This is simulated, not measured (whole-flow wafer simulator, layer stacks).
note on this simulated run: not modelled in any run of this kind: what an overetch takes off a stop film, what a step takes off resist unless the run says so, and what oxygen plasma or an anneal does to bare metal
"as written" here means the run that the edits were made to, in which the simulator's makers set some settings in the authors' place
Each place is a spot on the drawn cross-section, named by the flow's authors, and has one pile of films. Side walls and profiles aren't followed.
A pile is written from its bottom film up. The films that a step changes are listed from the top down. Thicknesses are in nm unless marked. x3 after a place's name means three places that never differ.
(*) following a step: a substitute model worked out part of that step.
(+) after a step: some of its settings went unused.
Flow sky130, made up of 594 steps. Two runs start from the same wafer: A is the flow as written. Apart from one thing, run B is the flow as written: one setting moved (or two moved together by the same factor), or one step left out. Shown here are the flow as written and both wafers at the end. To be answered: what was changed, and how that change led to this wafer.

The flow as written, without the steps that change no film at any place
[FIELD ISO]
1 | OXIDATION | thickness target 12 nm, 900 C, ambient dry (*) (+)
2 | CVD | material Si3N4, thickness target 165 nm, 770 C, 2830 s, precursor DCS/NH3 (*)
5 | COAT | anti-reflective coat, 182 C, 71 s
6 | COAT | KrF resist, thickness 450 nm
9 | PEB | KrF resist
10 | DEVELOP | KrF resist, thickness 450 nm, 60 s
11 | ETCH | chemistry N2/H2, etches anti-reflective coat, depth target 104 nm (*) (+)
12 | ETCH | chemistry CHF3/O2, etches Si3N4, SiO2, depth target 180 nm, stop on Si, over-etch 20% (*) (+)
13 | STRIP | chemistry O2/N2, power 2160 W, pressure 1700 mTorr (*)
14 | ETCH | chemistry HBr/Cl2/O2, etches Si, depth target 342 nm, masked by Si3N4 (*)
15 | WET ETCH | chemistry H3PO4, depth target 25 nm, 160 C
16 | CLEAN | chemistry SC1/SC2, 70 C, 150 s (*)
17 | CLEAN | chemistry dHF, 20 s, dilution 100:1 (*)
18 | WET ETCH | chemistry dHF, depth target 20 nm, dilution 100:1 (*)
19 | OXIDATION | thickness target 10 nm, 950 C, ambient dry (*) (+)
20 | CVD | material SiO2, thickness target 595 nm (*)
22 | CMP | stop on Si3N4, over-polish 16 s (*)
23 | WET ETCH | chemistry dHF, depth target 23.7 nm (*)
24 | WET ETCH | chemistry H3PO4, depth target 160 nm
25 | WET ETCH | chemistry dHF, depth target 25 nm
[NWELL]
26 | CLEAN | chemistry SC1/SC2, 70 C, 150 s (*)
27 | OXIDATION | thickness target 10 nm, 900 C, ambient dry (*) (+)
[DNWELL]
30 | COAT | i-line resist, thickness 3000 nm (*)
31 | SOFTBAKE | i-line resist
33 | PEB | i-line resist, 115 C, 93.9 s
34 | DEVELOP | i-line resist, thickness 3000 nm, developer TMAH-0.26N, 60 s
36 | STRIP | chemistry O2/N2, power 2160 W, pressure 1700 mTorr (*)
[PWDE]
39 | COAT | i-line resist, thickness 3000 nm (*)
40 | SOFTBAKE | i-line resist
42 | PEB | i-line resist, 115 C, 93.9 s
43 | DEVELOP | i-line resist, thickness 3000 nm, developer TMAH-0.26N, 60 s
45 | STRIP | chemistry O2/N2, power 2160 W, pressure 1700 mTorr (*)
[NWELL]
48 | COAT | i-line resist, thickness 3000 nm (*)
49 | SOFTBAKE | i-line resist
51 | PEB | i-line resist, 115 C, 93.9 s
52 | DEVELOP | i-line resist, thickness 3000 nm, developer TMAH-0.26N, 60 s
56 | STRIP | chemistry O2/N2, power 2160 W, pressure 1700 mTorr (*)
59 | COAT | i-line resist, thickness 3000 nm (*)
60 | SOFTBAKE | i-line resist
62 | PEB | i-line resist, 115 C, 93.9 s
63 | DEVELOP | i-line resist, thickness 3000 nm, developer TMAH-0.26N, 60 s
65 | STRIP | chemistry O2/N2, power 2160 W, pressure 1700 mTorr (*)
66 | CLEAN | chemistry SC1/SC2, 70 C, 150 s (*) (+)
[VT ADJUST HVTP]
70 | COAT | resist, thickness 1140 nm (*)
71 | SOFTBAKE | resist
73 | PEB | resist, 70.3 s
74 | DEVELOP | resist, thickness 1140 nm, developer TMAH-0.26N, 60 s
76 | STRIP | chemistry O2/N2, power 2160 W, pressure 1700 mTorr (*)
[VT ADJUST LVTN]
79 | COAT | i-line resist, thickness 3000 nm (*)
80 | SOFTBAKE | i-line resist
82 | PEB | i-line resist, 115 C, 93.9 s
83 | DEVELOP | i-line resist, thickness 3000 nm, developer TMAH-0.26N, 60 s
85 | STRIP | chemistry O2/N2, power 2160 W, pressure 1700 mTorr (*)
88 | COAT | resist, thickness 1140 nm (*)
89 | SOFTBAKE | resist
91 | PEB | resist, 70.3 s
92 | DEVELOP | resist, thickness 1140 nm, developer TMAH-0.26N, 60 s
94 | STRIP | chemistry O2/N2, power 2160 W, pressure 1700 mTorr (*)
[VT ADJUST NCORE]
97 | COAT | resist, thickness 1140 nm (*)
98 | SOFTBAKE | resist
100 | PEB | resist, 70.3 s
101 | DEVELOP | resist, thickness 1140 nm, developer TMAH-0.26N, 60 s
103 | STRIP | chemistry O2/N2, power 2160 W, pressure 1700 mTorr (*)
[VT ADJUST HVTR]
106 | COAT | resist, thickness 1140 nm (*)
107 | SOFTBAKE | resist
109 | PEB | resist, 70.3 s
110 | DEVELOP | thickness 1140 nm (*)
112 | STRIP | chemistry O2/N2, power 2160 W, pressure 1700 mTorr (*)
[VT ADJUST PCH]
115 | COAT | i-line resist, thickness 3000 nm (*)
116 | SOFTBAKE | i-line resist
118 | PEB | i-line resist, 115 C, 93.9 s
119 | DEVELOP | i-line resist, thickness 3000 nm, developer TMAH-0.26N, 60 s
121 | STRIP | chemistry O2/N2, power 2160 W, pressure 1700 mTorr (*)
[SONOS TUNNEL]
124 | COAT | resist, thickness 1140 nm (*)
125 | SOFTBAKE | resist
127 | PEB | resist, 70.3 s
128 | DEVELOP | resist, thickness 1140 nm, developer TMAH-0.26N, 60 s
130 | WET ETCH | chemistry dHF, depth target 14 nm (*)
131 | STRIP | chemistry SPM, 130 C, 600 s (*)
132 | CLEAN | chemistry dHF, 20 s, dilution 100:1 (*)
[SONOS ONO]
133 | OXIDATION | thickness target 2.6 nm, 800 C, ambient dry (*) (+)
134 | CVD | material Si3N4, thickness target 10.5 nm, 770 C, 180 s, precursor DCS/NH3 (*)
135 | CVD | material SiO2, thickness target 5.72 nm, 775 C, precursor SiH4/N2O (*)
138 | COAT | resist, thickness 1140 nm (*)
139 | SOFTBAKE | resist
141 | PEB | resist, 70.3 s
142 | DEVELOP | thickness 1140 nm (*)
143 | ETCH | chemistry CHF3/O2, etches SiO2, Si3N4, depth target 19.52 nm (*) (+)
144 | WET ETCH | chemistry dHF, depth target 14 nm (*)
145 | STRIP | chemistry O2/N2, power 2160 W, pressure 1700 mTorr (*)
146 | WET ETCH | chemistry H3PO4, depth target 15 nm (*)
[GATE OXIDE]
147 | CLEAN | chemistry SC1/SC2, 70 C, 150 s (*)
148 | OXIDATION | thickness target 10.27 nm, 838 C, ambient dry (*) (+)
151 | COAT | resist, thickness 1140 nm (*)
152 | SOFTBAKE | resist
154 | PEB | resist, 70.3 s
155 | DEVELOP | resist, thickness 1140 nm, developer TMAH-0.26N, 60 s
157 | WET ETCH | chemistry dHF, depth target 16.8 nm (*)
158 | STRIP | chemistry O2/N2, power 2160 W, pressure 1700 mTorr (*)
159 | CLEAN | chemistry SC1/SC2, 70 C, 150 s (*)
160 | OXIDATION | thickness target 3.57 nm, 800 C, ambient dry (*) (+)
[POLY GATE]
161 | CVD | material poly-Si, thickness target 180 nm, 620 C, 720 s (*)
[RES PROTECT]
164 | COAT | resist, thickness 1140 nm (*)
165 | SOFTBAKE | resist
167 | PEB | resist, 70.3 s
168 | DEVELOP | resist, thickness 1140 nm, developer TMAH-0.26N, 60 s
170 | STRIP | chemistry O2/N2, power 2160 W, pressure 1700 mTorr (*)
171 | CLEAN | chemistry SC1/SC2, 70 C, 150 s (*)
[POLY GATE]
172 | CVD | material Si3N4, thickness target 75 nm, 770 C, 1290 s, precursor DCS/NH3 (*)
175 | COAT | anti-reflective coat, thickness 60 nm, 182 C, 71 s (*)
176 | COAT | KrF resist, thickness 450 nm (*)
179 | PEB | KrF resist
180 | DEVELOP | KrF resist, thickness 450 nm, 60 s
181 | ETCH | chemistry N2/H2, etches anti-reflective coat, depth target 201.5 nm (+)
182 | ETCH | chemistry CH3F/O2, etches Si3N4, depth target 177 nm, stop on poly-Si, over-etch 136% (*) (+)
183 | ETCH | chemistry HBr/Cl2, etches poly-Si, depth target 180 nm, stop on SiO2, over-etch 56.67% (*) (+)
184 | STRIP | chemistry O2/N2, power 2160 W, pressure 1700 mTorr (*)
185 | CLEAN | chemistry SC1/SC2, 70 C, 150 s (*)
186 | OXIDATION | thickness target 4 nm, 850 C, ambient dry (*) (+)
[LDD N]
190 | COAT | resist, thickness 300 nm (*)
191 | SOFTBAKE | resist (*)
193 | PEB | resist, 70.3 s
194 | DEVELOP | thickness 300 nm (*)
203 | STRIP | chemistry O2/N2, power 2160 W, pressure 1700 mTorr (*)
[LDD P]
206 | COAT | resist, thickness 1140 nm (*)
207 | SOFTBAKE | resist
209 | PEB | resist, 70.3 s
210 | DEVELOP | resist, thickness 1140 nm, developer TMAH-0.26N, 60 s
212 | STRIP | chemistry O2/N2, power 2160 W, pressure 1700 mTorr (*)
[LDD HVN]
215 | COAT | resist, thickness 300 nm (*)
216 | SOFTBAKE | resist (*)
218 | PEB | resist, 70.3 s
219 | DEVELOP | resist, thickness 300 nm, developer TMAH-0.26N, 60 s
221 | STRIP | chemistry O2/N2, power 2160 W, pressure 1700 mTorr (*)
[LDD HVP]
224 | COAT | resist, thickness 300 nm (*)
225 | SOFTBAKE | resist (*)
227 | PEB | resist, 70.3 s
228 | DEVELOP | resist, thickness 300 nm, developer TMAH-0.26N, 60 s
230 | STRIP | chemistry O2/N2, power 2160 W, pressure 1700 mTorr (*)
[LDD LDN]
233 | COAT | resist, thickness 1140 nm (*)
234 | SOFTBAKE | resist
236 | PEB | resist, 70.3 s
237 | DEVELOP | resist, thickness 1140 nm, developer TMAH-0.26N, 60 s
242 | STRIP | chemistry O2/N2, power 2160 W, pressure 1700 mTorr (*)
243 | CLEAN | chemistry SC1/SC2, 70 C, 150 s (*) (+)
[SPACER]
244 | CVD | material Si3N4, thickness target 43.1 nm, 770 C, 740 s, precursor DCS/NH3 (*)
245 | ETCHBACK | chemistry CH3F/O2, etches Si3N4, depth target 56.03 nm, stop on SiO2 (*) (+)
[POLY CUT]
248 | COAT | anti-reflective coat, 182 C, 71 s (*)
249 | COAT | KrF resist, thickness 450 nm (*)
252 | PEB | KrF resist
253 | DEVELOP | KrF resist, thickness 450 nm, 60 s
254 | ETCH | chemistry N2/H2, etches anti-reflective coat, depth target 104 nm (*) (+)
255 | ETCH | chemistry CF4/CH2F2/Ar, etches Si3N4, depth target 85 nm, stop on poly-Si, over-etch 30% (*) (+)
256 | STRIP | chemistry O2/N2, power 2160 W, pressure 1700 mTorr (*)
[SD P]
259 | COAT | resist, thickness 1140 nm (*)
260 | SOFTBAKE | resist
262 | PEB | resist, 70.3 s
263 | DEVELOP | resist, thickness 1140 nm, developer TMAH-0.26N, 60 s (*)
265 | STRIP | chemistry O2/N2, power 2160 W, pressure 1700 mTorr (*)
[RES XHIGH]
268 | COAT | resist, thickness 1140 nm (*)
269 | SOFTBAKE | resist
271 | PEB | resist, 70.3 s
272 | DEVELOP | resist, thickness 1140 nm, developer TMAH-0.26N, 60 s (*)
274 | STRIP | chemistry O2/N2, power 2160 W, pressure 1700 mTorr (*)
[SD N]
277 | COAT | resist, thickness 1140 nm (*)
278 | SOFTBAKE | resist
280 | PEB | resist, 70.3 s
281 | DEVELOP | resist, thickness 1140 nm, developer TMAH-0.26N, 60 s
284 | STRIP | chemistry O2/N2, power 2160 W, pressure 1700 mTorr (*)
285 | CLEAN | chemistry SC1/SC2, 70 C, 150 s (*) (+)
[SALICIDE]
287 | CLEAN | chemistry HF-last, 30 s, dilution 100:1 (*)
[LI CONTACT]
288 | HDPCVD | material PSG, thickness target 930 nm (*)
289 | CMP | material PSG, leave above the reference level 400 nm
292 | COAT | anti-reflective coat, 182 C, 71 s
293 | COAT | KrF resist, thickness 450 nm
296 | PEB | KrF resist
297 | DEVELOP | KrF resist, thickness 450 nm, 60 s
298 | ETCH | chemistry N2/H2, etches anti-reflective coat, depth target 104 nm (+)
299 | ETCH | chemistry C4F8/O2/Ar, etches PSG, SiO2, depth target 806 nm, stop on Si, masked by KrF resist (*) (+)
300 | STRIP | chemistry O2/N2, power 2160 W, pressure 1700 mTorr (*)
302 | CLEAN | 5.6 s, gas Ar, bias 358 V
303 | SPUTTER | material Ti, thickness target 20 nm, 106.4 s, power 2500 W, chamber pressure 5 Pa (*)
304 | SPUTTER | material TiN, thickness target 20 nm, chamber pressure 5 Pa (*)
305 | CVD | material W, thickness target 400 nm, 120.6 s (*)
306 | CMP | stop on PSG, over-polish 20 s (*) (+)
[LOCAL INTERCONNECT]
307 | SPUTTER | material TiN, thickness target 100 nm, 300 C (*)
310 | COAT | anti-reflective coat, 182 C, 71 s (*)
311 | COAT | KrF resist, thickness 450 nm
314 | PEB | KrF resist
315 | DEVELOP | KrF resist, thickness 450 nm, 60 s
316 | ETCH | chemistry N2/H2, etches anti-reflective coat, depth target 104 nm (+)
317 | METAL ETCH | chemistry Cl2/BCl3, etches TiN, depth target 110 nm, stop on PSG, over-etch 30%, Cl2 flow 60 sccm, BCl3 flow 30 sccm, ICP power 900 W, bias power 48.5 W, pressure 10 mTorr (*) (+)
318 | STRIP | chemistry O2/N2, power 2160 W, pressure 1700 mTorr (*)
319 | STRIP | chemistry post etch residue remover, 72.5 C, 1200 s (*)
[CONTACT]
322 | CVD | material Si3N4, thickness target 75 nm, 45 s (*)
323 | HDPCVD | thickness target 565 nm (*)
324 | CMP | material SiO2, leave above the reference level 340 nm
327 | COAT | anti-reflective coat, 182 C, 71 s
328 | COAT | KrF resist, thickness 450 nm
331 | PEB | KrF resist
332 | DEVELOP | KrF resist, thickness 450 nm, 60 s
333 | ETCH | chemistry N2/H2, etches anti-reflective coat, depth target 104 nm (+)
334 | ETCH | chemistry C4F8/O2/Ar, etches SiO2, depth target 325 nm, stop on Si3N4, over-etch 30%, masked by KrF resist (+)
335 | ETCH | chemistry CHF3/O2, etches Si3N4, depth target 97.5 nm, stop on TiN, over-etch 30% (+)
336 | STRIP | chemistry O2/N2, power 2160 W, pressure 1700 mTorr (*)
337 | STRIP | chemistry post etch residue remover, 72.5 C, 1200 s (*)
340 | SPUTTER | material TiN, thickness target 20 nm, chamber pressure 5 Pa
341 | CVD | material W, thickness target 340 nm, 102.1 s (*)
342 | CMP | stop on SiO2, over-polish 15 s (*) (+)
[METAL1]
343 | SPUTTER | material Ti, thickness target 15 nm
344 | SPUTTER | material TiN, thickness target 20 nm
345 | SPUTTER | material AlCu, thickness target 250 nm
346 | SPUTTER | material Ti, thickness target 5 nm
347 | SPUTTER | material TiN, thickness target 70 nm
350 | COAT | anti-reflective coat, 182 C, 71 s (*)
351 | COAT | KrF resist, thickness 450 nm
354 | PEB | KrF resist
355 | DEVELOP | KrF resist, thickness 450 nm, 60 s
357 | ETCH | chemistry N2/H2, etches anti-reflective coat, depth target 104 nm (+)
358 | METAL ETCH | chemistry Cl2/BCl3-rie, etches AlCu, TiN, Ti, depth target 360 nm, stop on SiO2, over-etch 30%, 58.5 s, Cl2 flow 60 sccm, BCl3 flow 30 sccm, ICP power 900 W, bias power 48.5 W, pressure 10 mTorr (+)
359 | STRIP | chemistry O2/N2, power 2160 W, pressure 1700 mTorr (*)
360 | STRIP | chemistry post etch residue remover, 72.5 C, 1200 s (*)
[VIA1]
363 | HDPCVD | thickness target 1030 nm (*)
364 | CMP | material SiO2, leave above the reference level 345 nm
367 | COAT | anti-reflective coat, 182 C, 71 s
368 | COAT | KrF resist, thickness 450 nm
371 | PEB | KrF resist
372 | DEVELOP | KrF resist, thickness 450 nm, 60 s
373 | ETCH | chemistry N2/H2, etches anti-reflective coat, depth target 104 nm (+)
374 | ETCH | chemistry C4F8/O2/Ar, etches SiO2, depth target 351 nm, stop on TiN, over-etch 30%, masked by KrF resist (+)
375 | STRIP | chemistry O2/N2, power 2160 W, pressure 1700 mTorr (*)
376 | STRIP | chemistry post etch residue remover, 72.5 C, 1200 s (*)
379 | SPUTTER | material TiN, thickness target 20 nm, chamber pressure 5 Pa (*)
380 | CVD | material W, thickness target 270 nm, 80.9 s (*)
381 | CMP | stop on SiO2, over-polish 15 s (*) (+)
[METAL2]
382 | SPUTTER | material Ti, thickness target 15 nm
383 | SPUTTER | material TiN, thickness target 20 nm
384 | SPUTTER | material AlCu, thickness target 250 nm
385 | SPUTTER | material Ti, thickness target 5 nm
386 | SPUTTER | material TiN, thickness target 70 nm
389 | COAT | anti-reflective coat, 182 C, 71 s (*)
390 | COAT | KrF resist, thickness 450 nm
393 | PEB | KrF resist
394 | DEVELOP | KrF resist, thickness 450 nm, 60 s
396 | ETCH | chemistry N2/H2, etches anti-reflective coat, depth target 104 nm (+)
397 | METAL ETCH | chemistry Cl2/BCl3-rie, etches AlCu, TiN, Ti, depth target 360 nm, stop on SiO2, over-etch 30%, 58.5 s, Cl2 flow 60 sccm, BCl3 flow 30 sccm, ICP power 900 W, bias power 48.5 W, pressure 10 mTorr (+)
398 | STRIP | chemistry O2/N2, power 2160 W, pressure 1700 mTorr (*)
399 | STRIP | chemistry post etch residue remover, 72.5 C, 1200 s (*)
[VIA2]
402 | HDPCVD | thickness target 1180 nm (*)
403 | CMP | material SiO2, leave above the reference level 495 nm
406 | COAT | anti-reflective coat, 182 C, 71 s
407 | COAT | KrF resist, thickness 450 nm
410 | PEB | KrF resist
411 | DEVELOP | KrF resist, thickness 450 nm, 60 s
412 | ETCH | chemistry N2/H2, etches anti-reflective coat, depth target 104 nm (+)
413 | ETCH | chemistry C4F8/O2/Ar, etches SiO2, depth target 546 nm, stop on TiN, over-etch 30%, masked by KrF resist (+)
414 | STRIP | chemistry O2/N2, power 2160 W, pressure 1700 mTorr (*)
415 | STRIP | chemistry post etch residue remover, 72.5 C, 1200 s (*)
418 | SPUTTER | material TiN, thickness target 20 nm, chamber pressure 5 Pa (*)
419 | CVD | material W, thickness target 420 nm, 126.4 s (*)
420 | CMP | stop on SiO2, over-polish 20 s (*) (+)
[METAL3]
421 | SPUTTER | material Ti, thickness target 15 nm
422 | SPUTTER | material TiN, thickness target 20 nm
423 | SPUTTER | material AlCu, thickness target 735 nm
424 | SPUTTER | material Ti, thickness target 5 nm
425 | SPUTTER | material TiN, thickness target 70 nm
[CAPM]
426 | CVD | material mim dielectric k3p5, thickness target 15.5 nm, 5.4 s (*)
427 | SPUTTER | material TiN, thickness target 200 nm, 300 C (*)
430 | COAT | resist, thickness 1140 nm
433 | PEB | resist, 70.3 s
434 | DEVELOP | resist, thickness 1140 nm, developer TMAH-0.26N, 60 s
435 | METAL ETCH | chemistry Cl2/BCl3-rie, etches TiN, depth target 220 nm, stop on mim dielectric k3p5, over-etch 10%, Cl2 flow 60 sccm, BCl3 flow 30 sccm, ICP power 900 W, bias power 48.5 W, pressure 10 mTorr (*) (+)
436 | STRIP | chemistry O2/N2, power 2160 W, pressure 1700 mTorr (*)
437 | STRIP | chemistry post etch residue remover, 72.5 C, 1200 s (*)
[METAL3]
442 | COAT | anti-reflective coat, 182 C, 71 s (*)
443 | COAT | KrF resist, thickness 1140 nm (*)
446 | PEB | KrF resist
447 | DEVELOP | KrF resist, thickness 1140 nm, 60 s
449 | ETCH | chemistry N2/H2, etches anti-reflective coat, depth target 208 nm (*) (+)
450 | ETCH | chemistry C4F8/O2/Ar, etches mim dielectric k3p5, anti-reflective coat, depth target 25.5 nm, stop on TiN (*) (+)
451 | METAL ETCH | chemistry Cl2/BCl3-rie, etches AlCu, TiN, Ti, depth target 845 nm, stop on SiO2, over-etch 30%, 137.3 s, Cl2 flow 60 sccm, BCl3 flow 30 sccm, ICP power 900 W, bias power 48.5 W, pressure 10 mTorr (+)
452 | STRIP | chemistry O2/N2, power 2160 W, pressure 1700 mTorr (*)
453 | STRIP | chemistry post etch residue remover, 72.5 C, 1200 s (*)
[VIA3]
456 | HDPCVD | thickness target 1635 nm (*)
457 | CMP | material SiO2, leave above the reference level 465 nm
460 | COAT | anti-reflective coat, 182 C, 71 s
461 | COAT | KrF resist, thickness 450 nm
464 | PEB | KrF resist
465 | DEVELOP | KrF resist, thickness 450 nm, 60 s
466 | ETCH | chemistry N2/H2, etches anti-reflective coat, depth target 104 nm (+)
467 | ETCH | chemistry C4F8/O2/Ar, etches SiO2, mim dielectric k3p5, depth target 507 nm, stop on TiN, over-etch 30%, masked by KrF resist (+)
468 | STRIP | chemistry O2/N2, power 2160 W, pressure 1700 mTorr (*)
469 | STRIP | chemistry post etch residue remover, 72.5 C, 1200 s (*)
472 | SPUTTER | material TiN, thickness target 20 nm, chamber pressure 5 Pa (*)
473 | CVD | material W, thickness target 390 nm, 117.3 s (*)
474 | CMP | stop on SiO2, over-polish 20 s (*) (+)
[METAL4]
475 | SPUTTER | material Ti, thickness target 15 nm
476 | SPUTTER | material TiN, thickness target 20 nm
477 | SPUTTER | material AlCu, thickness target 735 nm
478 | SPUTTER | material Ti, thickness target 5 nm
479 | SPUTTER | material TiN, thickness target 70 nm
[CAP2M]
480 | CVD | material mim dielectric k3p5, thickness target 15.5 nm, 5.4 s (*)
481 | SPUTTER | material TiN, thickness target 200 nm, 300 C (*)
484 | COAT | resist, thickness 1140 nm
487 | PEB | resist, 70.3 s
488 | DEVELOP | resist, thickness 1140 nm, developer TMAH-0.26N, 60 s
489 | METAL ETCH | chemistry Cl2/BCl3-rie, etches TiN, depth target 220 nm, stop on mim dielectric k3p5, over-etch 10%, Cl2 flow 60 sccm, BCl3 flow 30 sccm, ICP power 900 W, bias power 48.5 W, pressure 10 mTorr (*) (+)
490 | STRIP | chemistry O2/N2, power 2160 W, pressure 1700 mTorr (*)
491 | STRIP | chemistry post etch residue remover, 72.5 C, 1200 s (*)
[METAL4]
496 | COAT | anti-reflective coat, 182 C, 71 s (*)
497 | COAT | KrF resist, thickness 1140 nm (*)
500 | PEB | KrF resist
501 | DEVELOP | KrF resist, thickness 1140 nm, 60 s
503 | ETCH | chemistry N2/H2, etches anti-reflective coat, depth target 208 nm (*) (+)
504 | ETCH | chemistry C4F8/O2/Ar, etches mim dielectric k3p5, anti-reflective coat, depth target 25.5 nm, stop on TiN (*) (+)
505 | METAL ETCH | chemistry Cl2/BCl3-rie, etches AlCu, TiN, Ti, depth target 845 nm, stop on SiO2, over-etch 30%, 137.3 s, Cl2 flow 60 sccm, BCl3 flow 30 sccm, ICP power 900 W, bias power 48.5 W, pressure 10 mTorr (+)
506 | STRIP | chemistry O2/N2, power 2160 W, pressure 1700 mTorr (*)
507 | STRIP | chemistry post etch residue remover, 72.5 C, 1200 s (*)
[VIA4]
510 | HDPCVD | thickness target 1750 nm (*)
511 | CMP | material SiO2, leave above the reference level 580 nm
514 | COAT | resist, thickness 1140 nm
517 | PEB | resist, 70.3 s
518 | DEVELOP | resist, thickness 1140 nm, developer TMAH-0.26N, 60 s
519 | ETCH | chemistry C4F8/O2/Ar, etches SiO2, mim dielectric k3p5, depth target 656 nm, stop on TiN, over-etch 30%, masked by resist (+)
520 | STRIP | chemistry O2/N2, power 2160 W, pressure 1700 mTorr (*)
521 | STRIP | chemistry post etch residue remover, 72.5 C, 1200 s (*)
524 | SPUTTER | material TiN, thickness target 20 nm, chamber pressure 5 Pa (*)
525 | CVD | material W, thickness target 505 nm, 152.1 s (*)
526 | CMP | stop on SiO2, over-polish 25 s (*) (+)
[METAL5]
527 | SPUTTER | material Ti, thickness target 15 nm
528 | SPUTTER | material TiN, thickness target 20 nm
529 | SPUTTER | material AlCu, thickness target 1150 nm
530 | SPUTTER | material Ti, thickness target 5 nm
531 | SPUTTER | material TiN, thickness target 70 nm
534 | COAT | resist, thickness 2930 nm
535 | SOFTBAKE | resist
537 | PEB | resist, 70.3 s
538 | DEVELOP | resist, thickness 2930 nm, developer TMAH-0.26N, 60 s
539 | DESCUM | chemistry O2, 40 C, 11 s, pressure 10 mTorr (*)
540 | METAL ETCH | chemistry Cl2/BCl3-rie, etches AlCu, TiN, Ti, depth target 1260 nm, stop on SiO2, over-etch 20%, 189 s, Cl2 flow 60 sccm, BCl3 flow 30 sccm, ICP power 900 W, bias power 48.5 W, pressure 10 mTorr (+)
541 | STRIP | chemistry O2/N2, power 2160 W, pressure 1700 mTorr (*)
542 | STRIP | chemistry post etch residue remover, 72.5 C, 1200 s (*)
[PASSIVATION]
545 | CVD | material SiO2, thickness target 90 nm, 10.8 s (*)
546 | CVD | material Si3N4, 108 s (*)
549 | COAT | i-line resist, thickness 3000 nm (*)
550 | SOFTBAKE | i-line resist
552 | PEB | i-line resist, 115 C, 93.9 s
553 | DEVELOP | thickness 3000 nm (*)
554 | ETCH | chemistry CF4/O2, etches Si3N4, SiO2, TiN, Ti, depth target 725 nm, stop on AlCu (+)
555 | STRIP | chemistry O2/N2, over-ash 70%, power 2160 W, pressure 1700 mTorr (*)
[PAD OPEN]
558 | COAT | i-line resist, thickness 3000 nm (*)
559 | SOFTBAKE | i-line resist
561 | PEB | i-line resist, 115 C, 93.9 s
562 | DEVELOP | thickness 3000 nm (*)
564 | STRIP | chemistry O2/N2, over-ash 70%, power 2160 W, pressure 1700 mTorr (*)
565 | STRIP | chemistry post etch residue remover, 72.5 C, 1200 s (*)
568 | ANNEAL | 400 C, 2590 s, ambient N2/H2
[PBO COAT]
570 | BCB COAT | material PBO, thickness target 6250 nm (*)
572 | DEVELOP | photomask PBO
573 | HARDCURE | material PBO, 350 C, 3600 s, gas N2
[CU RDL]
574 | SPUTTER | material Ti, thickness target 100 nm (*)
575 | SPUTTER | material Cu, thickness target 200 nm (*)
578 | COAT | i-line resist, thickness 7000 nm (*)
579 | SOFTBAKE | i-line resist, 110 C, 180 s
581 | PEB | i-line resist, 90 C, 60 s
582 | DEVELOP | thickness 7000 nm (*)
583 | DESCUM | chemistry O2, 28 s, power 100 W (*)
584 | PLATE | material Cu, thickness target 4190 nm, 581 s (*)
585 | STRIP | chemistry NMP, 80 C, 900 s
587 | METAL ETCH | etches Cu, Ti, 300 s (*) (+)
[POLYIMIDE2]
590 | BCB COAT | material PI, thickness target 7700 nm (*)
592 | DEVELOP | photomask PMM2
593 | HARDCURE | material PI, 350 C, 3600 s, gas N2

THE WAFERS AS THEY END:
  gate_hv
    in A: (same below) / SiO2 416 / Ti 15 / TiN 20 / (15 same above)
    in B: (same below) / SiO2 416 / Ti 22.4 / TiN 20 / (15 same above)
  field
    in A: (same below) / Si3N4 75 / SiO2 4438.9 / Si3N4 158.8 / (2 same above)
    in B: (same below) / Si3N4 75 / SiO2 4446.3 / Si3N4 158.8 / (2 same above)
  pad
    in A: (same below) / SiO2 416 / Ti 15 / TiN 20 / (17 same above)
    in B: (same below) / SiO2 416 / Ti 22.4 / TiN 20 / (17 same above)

What caused this: step 421, SPUTTER: thickness target 22.4 nm was run, though the flow has thickness target 15 nm.
The wafer itself shows it: gate_hv has Ti 22.4, and step 421 as written asks for 15 nm.

How this came from the change, step by step:
  421 | SPUTTER | material Ti, thickness target 15 nm
      field, active, n_well and 188 more: A Ti gains 15 (new film) | B Ti gains 22.4 (new film)
  451 | METAL ETCH | chemistry Cl2/BCl3-rie, etches AlCu, TiN, Ti, depth target 845 nm, stop on SiO2, over-etch 30%, 137.3 s, Cl2 flow 60 sccm, BCl3 flow 30 sccm, ICP power 900 W, bias power 48.5 W, pressure 10 mTorr (+)
      field, gate, spacer and 68 more: A TiN loses 70 (all of it), Ti loses 5 (all of it), AlCu loses 735 (all of it), TiN loses 20 (all of it), Ti loses 15 (all of it), SiO2 loses 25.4 | B TiN loses 70 (all of it), Ti loses 5 (all of it), AlCu loses 735 (all of it), TiN loses 20 (all of it), Ti loses 22.4 (all of it), SiO2 loses 24.6
      active, vpp_ln, vpp_iso2 and 11 more: A TiN loses 70 (all of it), Ti loses 5 (all of it), AlCu loses 735 (all of it), TiN loses 20 (all of it), Ti loses 15 (all of it), SiO2 loses 25.3 | B TiN loses 70 (all of it), Ti loses 5 (all of it), AlCu loses 735 (all of it), TiN loses 20 (all of it), Ti loses 22.4 (all of it), SiO2 loses 24.6
  550 | SOFTBAKE | i-line resist
      via1_hole: A i-line resist loses 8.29 | B i-line resist loses 7.42
      via1_enc: A i-line resist loses 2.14 | B i-line resist loses 1.33
  559 | SOFTBAKE | i-line resist
      via1_hole: A i-line resist loses 8.29 | B i-line resist loses 7.42
      via1_enc: A i-line resist loses 2.14 | B i-line resist loses 1.33
